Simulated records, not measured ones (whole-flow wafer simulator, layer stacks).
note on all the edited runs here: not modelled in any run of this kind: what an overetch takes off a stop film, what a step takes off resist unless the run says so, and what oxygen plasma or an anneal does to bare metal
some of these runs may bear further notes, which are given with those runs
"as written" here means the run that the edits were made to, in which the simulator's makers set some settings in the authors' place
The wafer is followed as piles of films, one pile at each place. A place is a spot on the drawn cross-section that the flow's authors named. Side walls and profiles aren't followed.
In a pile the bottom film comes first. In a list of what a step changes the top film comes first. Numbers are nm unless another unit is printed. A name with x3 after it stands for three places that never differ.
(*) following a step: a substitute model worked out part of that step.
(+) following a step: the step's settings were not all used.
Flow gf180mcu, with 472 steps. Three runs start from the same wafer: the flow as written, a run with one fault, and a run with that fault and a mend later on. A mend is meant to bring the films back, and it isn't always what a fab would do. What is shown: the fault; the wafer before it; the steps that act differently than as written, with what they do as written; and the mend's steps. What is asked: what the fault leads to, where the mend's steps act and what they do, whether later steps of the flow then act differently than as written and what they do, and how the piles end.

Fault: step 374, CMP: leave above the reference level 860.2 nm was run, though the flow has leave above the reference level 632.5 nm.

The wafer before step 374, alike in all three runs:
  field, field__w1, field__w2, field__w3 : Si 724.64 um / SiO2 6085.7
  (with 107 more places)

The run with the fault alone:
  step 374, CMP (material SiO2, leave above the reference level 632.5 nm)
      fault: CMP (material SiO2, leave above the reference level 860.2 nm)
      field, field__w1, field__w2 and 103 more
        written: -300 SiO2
        fault: -72.3 SiO2
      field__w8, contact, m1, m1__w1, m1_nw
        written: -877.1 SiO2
        fault: -649.4 SiO2
  Later steps of the flow acting differently than as written:
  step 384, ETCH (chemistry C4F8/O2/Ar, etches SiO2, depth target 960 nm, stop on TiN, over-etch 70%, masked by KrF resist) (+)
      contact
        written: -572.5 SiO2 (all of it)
        fault: -800.2 SiO2 (all of it)
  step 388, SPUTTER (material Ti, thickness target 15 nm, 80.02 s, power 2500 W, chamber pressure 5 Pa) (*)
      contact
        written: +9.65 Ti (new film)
        fault: +8.46 Ti (new film)
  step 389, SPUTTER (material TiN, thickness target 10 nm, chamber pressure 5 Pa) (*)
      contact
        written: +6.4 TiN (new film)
        fault: +5.61 TiN (new film)
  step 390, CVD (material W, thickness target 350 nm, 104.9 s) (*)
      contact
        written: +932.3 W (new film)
        fault: +1162 W (new film)
  By the end, the piles at field, field__w1, field__w2 and 109 more depart from the flow's by more than 2% or 0.5 nm, whichever is larger.
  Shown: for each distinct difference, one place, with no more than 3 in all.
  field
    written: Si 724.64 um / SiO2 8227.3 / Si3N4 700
    fault: Si 724.64 um / SiO2 8455 / Si3N4 700
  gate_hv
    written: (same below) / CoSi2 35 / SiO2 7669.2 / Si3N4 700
    fault: (same below) / CoSi2 35 / SiO2 7896.9 / Si3N4 700
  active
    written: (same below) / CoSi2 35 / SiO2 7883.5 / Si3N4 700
    fault: (same below) / CoSi2 35 / SiO2 8111.2 / Si3N4 700

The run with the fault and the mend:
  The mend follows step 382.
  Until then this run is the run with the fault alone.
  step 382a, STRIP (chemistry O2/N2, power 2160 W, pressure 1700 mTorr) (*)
      field, field__w1, field__w2 and 107 more
        -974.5 KrF resist (all of it), -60 anti-reflective coat (all of it)
      contact
        -60 anti-reflective coat (all of it)
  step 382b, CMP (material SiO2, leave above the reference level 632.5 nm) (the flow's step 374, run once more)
      field, field__w1, field__w2 and 108 more
        -227.7 SiO2
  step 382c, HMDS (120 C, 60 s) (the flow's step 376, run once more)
      leaves every film unchanged at each place that is followed
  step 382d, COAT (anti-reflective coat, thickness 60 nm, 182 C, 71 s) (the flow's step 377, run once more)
      field, field__w1, field__w2 and 108 more
        +60 anti-reflective coat (new film)
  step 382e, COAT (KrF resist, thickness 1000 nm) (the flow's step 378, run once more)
      field, field__w1, field__w2 and 108 more
        +1000 KrF resist (new film)
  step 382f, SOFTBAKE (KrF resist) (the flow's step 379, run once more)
      leaves every film unchanged at each place that is followed
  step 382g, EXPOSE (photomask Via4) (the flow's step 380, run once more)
      leaves every film unchanged at each place that is followed
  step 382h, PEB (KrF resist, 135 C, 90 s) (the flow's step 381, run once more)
      field, field__w1, field__w2 and 108 more
        -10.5 KrF resist
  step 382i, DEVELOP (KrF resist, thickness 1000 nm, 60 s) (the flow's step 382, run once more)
      field, field__w1, field__w2 and 107 more
        -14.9 KrF resist
      contact
        -989.5 KrF resist (all of it)
  None of the later steps of the flow acts differently than as written at any place that is followed.
  At every place that both follow, the piles at the end match the flow's.
